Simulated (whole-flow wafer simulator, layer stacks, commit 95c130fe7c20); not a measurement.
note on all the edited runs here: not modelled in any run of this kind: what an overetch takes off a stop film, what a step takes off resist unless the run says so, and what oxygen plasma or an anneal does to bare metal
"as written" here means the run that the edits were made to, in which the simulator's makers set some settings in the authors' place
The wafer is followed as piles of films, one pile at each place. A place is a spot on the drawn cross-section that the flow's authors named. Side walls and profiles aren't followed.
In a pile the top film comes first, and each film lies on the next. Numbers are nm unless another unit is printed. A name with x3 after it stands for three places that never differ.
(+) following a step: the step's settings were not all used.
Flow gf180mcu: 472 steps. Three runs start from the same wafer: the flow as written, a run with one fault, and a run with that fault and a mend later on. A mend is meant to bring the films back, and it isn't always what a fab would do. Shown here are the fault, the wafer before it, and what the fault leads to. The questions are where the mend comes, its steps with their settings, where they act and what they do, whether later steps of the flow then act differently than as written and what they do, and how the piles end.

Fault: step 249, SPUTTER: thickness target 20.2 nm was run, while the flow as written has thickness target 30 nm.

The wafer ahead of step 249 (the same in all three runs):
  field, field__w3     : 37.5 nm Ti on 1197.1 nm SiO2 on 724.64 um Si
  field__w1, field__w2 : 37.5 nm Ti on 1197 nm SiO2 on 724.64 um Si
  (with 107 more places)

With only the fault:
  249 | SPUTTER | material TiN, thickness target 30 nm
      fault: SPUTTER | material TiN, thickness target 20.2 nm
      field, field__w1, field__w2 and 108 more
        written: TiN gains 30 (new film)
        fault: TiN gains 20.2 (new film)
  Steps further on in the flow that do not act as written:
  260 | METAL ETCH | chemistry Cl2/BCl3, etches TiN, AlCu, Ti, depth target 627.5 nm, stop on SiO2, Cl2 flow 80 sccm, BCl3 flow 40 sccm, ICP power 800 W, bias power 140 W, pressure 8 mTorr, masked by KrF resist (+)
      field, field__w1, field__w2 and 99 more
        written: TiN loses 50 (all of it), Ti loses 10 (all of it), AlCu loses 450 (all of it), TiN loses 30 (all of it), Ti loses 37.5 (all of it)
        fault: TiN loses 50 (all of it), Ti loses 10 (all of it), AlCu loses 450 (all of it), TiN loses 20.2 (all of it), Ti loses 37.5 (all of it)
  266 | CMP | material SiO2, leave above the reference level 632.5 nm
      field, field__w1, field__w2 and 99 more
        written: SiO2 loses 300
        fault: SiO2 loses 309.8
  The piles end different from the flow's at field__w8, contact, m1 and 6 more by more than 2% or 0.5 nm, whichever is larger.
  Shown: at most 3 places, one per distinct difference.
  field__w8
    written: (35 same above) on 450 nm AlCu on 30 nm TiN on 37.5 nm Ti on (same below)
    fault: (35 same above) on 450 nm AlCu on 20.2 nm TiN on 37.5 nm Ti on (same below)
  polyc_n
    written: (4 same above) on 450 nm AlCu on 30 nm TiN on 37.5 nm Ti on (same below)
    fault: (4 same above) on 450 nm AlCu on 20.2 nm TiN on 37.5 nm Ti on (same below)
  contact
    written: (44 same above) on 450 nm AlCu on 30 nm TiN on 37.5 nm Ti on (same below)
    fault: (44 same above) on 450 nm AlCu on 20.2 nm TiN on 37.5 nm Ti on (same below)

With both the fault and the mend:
  The mend stands after step 249.
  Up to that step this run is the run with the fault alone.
  249a | SPUTTER | material TiN, thickness target 9.8 nm (a further turn of the flow's step 249, with different settings)
      field, field__w1, field__w2 and 108 more
        TiN gains 9.8
  Later steps of the flow that are run all act as written at every place that is followed.
  By the end, the piles equal the flow's at every place that both follow.
